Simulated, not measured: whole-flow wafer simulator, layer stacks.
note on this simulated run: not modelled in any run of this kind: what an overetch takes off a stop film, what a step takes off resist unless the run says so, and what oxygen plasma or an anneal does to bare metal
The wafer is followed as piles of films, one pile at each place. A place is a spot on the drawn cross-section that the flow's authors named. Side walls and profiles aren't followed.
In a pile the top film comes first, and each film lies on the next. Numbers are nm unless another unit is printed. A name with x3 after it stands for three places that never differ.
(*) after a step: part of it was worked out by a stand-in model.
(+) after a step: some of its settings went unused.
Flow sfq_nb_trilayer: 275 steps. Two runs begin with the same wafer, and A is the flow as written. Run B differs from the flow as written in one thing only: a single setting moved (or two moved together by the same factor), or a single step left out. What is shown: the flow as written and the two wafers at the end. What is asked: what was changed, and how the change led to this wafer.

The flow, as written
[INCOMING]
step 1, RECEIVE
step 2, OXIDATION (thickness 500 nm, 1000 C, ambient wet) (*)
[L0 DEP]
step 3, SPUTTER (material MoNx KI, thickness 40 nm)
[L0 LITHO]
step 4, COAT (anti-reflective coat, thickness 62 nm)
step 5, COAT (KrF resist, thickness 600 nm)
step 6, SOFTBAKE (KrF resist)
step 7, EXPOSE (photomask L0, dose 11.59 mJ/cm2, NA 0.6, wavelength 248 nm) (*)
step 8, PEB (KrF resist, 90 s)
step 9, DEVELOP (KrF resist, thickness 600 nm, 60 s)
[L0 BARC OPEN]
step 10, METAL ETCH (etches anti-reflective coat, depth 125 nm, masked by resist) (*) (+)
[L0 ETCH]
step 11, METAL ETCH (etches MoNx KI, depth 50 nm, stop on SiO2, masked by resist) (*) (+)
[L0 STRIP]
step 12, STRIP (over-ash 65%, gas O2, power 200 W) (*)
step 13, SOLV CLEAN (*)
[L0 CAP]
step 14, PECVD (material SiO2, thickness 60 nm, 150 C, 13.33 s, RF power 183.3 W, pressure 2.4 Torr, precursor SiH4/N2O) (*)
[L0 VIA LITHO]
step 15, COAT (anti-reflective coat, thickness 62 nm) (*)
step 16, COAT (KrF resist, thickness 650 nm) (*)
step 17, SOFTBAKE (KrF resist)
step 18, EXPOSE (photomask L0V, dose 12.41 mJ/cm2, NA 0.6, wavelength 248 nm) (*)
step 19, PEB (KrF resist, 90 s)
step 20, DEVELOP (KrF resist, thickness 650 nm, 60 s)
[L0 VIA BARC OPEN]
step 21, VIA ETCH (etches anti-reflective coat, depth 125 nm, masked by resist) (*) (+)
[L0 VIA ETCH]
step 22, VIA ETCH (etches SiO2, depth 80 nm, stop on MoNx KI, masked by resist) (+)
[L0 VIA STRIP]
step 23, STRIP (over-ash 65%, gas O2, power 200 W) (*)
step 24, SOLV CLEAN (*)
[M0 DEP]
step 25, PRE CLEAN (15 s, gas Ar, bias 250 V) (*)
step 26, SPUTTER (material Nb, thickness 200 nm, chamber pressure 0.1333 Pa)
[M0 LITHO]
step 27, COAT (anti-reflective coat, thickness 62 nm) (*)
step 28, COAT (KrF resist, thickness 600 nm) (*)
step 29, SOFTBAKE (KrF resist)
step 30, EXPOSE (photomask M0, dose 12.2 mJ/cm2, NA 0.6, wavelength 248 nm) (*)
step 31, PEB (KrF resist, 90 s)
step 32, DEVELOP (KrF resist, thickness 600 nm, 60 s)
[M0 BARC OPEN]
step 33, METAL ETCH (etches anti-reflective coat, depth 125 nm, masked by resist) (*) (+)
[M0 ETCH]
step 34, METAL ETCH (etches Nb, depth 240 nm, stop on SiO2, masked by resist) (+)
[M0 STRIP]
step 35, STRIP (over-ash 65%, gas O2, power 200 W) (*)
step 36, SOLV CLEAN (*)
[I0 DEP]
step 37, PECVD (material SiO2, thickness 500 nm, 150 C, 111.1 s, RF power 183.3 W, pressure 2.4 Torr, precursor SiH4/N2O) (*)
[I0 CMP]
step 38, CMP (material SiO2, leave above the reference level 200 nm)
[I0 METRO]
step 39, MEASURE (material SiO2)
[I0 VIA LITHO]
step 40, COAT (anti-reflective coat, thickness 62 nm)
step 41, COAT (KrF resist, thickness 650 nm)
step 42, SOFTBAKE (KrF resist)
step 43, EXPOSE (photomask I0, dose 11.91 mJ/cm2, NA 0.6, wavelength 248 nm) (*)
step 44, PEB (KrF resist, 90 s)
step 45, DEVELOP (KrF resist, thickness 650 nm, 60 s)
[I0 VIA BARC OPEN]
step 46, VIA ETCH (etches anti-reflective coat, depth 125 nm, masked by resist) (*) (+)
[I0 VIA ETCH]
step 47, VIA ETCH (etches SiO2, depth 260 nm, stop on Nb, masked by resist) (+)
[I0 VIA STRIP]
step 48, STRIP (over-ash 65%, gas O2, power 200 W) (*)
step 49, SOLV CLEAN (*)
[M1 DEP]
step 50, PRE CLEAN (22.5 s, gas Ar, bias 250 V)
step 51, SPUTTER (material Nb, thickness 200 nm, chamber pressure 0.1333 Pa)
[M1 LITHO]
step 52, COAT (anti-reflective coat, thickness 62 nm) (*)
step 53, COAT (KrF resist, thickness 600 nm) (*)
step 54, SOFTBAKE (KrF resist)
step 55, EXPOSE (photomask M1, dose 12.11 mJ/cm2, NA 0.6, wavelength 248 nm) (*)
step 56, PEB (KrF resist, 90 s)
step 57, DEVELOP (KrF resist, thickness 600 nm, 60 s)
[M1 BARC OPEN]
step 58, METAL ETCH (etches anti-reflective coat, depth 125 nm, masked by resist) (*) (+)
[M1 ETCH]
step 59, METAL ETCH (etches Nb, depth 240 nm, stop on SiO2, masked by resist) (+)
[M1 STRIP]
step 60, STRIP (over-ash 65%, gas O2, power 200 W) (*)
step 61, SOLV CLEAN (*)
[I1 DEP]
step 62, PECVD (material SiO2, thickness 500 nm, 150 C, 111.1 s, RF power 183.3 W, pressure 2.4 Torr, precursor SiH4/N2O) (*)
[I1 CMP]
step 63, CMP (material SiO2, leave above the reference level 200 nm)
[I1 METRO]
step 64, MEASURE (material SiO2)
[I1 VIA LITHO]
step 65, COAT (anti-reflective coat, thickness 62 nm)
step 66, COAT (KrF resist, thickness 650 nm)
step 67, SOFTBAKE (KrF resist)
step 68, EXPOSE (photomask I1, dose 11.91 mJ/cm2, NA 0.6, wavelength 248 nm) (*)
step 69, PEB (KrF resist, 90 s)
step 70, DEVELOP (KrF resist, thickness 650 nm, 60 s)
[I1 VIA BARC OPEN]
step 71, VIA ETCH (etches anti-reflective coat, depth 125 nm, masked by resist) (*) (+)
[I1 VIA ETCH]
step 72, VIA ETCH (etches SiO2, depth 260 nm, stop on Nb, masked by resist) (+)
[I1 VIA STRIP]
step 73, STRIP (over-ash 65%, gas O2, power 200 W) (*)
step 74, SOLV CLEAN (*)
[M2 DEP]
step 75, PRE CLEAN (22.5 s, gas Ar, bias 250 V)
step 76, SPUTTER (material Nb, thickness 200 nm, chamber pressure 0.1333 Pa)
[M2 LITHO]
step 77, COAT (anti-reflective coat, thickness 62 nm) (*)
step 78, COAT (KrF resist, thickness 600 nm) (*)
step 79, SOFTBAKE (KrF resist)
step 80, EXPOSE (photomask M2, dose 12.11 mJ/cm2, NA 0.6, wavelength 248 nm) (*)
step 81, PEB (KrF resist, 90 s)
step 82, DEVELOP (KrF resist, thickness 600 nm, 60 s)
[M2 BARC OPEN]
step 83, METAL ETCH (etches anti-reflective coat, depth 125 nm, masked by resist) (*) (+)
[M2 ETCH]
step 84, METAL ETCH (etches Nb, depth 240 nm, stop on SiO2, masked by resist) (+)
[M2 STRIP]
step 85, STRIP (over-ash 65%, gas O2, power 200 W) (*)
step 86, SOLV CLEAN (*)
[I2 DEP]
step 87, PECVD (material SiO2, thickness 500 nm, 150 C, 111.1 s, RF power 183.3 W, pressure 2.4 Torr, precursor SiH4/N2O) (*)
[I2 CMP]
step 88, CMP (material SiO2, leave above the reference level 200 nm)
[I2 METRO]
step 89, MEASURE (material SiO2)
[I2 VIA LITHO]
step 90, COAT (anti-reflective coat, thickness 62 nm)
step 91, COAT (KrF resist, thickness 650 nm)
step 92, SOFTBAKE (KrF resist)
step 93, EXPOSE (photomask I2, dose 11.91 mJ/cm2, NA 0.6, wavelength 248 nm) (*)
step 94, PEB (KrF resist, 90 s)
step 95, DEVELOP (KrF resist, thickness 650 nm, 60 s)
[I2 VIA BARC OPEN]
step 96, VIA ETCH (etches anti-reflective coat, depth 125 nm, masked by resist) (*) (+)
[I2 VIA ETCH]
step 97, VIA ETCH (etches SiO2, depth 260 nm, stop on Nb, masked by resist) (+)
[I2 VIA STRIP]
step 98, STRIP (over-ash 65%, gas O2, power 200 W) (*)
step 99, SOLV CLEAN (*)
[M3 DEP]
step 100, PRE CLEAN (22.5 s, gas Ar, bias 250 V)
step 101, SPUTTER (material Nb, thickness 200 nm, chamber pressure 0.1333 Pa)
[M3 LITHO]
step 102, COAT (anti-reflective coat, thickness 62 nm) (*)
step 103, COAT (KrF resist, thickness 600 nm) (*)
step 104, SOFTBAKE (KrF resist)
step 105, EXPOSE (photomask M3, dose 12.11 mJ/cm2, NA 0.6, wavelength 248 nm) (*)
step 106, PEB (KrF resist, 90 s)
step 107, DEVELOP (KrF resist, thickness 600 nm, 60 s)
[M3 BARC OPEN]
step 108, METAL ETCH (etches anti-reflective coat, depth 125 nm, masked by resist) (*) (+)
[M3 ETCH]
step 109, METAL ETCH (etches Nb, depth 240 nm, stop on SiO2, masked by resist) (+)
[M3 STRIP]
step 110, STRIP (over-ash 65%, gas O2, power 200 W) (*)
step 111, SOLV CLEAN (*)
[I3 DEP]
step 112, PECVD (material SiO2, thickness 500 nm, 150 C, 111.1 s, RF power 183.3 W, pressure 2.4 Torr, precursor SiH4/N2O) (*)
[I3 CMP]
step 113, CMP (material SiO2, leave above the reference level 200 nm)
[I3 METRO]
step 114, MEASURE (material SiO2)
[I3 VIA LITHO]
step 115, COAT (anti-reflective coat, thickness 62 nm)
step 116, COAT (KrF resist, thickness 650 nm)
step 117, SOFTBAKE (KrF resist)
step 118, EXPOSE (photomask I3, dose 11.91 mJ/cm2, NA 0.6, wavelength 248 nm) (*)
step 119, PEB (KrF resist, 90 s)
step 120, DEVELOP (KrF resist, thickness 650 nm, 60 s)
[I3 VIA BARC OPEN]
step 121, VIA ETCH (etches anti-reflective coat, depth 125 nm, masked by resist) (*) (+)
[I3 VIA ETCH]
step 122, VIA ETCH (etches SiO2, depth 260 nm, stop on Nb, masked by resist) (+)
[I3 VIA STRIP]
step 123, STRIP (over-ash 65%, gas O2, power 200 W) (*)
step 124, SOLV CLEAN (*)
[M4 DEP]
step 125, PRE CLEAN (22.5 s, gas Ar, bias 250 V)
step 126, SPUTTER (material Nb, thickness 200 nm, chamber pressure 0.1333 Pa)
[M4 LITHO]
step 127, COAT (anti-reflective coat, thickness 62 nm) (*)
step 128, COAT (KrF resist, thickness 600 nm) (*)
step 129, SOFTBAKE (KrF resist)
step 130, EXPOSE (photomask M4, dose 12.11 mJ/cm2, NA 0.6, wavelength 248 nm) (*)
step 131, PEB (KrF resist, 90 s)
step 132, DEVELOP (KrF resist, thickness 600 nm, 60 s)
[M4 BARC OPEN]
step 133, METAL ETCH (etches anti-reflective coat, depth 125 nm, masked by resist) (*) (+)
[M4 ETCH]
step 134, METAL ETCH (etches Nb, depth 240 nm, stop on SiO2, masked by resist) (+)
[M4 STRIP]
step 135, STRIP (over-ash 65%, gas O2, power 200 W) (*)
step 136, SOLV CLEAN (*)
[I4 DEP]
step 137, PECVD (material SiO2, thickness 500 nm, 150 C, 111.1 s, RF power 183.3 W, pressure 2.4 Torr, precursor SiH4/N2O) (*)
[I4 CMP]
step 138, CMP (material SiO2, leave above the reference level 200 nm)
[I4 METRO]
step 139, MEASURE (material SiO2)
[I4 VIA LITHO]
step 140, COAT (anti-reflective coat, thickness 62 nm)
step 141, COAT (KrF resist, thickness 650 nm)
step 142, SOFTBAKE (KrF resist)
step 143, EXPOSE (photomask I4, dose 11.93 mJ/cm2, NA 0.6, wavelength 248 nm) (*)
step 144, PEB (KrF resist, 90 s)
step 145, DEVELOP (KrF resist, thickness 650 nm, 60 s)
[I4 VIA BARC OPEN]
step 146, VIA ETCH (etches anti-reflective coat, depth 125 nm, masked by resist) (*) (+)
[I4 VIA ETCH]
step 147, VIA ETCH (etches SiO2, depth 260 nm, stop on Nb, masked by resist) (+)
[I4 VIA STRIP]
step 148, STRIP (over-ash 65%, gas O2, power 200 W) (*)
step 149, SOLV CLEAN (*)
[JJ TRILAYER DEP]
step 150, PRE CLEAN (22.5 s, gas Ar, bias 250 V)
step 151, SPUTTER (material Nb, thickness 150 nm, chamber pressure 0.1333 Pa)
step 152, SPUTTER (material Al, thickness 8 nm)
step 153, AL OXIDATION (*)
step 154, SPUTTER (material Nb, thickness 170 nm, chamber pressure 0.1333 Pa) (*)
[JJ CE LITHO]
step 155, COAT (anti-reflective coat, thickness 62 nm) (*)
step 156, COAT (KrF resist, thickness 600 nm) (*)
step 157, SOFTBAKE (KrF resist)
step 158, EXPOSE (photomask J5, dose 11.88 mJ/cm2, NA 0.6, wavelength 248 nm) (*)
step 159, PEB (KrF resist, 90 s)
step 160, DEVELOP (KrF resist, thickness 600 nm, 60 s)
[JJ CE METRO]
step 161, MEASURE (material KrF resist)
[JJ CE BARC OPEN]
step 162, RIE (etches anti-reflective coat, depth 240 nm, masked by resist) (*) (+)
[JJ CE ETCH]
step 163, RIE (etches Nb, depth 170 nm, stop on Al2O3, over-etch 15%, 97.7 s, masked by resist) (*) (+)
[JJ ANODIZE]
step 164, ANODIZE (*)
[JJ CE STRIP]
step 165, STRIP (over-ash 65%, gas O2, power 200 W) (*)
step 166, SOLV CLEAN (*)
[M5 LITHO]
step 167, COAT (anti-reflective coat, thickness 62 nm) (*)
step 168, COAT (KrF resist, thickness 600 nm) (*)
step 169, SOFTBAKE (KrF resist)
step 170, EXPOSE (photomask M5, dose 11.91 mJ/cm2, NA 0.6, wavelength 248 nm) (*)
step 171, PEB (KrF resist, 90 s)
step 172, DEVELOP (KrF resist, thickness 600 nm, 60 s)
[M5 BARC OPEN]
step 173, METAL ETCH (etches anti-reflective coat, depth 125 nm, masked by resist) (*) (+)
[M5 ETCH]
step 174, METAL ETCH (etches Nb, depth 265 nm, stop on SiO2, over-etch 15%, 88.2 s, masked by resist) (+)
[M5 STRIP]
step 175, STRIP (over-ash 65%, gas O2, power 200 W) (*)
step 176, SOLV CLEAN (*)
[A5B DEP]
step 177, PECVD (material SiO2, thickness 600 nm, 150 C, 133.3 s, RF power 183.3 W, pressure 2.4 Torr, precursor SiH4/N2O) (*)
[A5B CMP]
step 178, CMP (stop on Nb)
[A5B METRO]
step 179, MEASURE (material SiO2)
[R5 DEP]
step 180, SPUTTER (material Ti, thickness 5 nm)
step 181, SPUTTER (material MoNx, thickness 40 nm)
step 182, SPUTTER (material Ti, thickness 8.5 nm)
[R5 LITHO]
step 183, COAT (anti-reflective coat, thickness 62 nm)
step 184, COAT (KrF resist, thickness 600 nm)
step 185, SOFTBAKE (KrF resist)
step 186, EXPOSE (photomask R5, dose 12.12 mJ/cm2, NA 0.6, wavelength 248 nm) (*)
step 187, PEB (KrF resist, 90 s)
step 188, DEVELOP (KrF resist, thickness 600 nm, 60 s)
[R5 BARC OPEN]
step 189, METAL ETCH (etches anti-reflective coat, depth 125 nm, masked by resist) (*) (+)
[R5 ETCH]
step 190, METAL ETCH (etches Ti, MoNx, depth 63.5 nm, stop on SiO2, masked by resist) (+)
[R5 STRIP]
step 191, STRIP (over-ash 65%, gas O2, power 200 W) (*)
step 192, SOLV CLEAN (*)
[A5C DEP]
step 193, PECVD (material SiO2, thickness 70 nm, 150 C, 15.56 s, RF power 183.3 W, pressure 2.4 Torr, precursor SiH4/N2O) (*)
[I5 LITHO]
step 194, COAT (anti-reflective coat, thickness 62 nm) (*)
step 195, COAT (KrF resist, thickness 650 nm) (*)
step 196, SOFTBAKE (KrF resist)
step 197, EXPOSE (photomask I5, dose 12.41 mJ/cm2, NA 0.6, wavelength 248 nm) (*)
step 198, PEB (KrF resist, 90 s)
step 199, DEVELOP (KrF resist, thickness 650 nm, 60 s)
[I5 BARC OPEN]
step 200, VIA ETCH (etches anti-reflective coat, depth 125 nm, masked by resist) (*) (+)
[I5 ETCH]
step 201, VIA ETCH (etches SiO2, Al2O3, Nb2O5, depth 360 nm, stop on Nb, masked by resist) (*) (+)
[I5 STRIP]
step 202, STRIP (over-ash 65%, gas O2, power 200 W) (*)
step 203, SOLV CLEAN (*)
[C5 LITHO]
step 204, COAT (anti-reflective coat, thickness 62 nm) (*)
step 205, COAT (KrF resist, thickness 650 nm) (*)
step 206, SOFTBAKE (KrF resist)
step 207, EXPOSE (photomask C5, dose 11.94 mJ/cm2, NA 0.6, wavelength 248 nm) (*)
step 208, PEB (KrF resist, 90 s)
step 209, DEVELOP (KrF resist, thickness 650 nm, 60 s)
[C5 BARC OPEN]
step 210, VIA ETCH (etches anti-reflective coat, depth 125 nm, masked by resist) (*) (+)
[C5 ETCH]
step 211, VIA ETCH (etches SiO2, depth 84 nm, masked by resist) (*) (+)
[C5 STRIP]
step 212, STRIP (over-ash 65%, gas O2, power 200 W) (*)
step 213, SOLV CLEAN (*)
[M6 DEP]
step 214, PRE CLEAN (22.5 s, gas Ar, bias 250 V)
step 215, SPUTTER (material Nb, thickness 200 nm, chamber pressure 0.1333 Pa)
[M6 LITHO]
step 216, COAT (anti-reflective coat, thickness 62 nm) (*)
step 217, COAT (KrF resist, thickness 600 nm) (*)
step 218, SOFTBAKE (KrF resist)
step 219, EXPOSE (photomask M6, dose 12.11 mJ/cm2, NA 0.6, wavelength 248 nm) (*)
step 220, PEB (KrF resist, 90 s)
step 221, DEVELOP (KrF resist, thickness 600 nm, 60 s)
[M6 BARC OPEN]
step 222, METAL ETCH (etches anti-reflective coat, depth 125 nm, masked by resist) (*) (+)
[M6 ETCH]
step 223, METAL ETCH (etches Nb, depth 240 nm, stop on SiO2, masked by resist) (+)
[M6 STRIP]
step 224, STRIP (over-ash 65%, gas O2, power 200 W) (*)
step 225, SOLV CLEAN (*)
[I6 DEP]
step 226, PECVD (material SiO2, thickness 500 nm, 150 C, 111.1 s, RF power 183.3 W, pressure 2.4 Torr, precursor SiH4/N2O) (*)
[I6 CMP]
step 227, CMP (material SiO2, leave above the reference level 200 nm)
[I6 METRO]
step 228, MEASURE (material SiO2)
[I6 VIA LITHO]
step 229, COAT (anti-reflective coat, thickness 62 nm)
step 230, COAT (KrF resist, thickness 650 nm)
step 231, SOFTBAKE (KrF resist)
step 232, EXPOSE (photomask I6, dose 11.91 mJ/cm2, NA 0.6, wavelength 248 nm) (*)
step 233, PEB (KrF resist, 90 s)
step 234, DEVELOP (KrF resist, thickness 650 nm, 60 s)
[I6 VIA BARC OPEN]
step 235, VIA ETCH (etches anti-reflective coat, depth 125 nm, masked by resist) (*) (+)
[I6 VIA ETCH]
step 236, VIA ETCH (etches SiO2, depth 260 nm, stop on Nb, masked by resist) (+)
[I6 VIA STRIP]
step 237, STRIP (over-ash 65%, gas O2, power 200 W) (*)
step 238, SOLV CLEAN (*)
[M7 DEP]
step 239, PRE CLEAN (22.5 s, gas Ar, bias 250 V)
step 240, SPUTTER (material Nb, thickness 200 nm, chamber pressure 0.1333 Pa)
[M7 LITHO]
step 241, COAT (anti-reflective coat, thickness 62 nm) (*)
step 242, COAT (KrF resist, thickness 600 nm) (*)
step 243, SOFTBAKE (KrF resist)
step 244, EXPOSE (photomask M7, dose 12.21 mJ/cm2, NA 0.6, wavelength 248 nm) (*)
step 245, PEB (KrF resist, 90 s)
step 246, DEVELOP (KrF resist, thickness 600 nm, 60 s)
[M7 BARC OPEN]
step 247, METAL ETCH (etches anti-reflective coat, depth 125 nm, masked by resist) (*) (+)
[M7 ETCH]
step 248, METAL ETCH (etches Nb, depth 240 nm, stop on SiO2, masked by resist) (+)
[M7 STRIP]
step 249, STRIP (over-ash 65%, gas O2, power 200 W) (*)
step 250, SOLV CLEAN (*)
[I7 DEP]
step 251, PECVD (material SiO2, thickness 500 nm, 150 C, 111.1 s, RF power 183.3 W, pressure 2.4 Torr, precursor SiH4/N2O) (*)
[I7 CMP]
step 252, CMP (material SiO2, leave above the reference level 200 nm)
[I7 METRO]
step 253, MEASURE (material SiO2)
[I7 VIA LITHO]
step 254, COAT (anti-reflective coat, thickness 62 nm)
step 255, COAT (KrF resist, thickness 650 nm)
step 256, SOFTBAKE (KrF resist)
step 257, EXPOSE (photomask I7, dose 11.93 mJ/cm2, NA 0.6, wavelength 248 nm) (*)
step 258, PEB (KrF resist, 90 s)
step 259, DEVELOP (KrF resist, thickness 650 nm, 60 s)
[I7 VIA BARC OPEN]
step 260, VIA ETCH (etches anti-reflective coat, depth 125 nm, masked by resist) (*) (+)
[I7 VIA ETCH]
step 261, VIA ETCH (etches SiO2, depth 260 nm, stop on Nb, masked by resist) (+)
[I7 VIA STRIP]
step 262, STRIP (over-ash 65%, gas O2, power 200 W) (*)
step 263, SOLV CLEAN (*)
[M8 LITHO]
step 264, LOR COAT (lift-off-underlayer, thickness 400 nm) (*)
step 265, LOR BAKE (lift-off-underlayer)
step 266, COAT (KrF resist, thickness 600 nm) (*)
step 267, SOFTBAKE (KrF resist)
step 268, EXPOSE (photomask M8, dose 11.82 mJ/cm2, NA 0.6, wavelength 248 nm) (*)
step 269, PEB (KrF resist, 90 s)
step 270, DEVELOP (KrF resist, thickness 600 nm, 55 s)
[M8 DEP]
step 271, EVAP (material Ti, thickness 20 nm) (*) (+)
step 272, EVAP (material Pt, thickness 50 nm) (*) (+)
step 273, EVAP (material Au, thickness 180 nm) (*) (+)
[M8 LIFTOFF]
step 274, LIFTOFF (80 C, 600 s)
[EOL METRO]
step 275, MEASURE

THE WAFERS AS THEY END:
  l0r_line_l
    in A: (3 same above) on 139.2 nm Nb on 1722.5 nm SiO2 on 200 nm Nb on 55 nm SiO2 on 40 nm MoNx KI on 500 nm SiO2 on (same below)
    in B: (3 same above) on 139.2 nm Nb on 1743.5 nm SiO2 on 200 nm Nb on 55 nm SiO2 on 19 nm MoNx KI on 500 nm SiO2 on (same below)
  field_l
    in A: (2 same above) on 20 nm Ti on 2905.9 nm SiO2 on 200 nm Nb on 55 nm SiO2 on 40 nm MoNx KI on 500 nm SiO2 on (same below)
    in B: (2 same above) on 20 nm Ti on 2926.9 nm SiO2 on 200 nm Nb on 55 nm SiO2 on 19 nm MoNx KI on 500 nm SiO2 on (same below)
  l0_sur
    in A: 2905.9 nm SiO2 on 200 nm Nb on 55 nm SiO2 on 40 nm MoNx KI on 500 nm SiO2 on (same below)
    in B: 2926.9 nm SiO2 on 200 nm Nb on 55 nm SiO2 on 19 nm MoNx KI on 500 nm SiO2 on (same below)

Cause: step 3, SPUTTER: thickness 19 nm was run, while the flow as written has thickness 40 nm.
The wafer itself shows it: l0r_line_l has MoNx KI 19, and step 3 as written asks for 40 nm.

Step by step, how the change led to this:
  step 3, SPUTTER (material MoNx KI, thickness 40 nm)
      field_l, v_sur, via_wl and 103 more: A +40 MoNx KI (new film) | B +19 MoNx KI (new film)
  step 11, METAL ETCH (etches MoNx KI, depth 50 nm, stop on SiO2, masked by resist) (*) (+)
      v_sur, via_wl, via_w and 97 more: A -40 MoNx KI (all of it) | B -19 MoNx KI (all of it)
      field_l, l0_sur, l0v, l0r_line_l, l0r_line_c, l0r_line_r: A -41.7 KrF resist | B -23.8 KrF resist
  step 12, STRIP (over-ash 65%, gas O2, power 200 W) (*)
      field_l, l0_sur, l0v, l0r_line_l, l0r_line_c, l0r_line_r: A -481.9 KrF resist (all of it), -62 anti-reflective coat (all of it) | B -499.8 KrF resist (all of it), -62 anti-reflective coat (all of it)
  step 15, COAT (anti-reflective coat, thickness 62 nm) (*)
      l0r_line_l, l0r_line_c, l0r_line_r: A +59 anti-reflective coat (new film) | B +60.4 anti-reflective coat (new film)
      field_l: A +56.7 anti-reflective coat (new film) | B +59.2 anti-reflective coat (new film)
      (also at 4 further places)
  step 23, STRIP (over-ash 65%, gas O2, power 200 W) (*)
      l0r_line_c, l0r_line_r: A -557 KrF resist (all of it), -59 anti-reflective coat (all of it) | B -558.5 KrF resist (all of it), -60.4 anti-reflective coat (all of it)
      field_l: A -551.4 KrF resist (all of it), -56.7 anti-reflective coat (all of it) | B -555.9 KrF resist (all of it), -59.2 anti-reflective coat (all of it)
      (also at 5 further places)
  step 27, COAT (anti-reflective coat, thickness 62 nm) (*)
      l0r_line_l, l0r_line_c: A +59 anti-reflective coat (new film) | B +60.4 anti-reflective coat (new film)
      field_l: A +56.9 anti-reflective coat (new film) | B +59.4 anti-reflective coat (new film)
      (also at 6 further places)
  step 35, STRIP (over-ash 65%, gas O2, power 200 W) (*)
      l0r_line_l, l0r_line_c: A -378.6 KrF resist (all of it), -59 anti-reflective coat (all of it) | B -380.6 KrF resist (all of it), -60.4 anti-reflective coat (all of it)
      field_l: A -372.9 KrF resist (all of it), -56.9 anti-reflective coat (all of it) | B -377.9 KrF resist (all of it), -59.4 anti-reflective coat (all of it)
      (also at 6 further places)
  step 38, CMP (material SiO2, leave above the reference level 200 nm)
      field_l, l0_sur, l0r_line_l, l0r_line_c, l0r_line_r: A -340 SiO2 | B -319 SiO2
      l0v: A -277.8 SiO2 | B -256.8 SiO2
